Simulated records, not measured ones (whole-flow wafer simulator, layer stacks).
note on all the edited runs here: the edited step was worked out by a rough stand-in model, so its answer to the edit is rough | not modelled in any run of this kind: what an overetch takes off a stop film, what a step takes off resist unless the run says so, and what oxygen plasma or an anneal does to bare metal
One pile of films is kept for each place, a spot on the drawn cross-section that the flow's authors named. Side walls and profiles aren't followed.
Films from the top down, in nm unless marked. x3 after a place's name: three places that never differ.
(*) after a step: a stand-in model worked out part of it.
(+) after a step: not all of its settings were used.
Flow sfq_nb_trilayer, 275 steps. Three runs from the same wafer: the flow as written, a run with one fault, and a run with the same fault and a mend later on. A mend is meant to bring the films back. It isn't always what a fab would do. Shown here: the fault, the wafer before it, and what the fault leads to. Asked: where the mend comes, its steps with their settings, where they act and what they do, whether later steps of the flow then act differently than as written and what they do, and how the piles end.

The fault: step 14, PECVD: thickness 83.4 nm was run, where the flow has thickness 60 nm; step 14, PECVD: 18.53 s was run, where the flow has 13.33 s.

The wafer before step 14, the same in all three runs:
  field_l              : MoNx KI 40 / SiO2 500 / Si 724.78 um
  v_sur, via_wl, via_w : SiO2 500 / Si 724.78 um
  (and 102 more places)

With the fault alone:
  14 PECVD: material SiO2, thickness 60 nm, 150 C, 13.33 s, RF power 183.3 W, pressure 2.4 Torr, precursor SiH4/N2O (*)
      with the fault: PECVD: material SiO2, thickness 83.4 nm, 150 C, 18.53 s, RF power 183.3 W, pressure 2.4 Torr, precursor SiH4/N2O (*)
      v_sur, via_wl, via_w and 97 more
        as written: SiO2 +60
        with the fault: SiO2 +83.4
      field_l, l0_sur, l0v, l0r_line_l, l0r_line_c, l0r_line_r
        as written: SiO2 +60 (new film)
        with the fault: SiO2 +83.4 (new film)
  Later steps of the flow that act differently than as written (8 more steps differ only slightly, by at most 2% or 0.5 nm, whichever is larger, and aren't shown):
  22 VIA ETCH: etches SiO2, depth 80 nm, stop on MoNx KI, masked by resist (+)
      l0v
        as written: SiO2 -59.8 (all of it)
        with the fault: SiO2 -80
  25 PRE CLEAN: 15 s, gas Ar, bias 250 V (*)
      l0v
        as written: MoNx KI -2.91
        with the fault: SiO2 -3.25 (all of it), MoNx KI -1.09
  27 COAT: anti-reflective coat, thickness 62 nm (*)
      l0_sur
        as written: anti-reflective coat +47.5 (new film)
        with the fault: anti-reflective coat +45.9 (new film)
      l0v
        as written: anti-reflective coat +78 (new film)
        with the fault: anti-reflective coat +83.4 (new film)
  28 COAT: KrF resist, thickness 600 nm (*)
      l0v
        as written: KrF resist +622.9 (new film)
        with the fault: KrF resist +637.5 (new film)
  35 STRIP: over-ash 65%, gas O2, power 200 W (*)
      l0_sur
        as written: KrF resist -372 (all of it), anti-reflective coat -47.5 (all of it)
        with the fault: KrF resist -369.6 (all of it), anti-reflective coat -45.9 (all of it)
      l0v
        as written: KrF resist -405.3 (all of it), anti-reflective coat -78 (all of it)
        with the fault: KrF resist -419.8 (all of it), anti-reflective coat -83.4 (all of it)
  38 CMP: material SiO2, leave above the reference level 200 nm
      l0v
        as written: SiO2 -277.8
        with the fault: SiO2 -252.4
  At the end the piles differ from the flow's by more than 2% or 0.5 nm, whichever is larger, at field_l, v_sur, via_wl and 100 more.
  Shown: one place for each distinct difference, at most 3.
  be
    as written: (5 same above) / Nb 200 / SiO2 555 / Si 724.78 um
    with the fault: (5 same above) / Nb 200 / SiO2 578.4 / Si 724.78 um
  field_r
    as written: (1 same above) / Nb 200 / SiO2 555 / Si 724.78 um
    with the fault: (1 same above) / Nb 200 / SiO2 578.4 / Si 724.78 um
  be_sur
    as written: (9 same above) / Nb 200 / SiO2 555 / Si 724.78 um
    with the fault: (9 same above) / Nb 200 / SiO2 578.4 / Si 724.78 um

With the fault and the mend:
  The mend comes after step 20.
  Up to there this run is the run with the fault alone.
  20a STRIP: over-ash 65%, gas O2, power 200 W (*)
      p4_fl x3, p4_w1 x9, p4_g1 x2 and 59 more
        KrF resist -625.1 (all of it), anti-reflective coat -62 (all of it)
      ce_l, c5j, ce_r, sp_r, be_r, r_sur
        KrF resist -632 (all of it), anti-reflective coat -63.7 (all of it)
      gap, jj_sur, res
        KrF resist -632.1 (all of it), anti-reflective coat -63.7 (all of it)
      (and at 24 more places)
  20b VIA ETCH: etches SiO2, depth 23.4 nm
      field_l, v_sur, via_wl and 103 more
        SiO2 -23.4
  20c COAT: anti-reflective coat, thickness 62 nm (*) (the flow's step 15 once more)
      p4_fl x3, p4_w1 x9, p4_g1 x2 and 59 more
        anti-reflective coat +62 (new film)
      be_sur, gap, jj_sur and 8 more
        anti-reflective coat +63.7 (new film)
      wire, be, moat, field_r
        anti-reflective coat +63.8 (new film)
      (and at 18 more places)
  20d COAT: KrF resist, thickness 650 nm (*) (the flow's step 16 once more)
      p4_fl x3, p4_w1 x9, p4_g1 x2 and 59 more
        KrF resist +650 (new film)
      ce_l, c5j, ce_r, sp_r, be_r
        KrF resist +656.9 (new film)
      gap, jj_sur, r_sur, res
        KrF resist +657 (new film)
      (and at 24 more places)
  20e SOFTBAKE: KrF resist (the flow's step 17 once more)
      changes no film at any place that is followed
  20f EXPOSE: photomask L0V, dose 12.41 mJ/cm2, NA 0.6, wavelength 248 nm (*) (the flow's step 18 once more)
      changes no film at any place that is followed
  20g PEB: KrF resist, 90 s (the flow's step 19 once more)
      p4_fl x3, p4_w1 x9, p4_g1 x2 and 59 more
        KrF resist -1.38
      via_v, wire, be and 15 more
        KrF resist -1.39
      v_sur, via_w, via_wr, via_sp, lsp_m, ln_m6, lsp_r
        KrF resist -1.4
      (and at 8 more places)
  20h DEVELOP: KrF resist, thickness 650 nm, 60 s (the flow's step 20 once more)
      field_l, v_sur, via_wl and 102 more
        KrF resist -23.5
      l0v
        KrF resist -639 (all of it)
  No later step of the flow acts differently than as written, at any place that is followed, by more than 2% or 0.5 nm, whichever is larger.
  At the end the piles are the same as the flow's at every place that both follow.
